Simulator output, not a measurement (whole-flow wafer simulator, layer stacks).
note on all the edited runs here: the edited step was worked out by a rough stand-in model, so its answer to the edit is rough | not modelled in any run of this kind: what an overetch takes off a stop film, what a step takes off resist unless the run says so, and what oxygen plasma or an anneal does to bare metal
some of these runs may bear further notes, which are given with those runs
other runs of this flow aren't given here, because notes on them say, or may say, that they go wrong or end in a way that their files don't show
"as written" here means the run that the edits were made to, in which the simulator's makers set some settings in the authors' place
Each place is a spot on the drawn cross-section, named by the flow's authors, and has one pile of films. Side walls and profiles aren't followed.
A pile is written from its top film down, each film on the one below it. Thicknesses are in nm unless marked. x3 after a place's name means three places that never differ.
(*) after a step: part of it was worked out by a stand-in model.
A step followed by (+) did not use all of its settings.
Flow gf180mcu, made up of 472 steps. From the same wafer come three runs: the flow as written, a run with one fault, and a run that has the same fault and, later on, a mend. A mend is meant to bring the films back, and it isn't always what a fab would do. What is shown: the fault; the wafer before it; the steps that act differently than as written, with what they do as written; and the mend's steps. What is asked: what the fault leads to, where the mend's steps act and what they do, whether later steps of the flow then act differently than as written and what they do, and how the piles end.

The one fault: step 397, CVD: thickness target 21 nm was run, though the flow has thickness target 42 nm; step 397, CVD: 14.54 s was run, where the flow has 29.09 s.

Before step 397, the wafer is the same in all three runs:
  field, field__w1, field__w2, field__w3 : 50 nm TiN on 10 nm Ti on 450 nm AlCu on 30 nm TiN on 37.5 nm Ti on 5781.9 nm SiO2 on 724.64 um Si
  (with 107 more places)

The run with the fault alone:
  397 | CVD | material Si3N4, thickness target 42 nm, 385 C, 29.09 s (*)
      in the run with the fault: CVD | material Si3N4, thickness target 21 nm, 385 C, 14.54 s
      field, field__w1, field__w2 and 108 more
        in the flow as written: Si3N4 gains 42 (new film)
        in the run with the fault: Si3N4 gains 21 (new film)
  Steps further on in the flow that do not act as written (not shown: 4 more steps that differ only slightly, by at most 2% or 0.5 nm, whichever is larger):
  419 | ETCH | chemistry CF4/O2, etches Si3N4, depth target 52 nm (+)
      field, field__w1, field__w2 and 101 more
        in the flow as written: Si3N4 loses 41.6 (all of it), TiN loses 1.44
        in the run with the fault: Si3N4 loses 20.7 (all of it), TiN loses 1.44
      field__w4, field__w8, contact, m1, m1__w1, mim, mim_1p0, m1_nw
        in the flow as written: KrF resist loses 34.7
        in the run with the fault: KrF resist loses 20.7
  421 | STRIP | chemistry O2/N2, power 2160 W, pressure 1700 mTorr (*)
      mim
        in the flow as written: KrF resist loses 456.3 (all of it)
        in the run with the fault: KrF resist loses 470.3 (all of it)
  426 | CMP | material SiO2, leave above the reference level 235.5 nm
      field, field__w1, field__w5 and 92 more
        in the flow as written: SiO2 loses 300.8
        in the run with the fault: SiO2 loses 321.8
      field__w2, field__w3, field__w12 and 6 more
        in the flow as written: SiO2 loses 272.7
        in the run with the fault: SiO2 loses 294.6
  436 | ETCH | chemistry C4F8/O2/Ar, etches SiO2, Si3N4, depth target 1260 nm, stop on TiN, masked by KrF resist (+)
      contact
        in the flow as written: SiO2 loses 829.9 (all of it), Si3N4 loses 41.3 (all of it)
        in the run with the fault: SiO2 loses 829.9 (all of it), Si3N4 loses 20.3 (all of it)
  At field__w4, field__w8, contact, m1, m1__w1, mim, mim_1p0, m1_nw, the piles at the end differ from the flow's by more than 2% or 0.5 nm, whichever is larger.
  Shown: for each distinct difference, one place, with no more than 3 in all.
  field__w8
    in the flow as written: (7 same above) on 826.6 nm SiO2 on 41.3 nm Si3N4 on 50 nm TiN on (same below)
    in the run with the fault: (7 same above) on 826.6 nm SiO2 on 20.3 nm Si3N4 on 50 nm TiN on (same below)
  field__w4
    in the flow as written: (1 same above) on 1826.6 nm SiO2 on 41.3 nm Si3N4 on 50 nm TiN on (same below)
    in the run with the fault: (1 same above) on 1826.6 nm SiO2 on 20.3 nm Si3N4 on 50 nm TiN on (same below)
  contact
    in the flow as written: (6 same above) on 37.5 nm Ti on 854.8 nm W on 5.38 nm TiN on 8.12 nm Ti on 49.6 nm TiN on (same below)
    in the run with the fault: (6 same above) on 37.5 nm Ti on 833.7 nm W on 5.45 nm TiN on 8.22 nm Ti on 49.6 nm TiN on (same below)

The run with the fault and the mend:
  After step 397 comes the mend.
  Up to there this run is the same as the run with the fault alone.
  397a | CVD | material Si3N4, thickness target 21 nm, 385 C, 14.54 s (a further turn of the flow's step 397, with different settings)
      field, field__w1, field__w2 and 108 more
        Si3N4 gains 21
  Later steps of the flow that are run all act as written at every place that is followed, up to a difference of at most 2% or 0.5 nm, whichever is larger.
  The piles end only slightly different from the flow's at the places that both follow, by no more than 2% or 0.5 nm, whichever is larger.
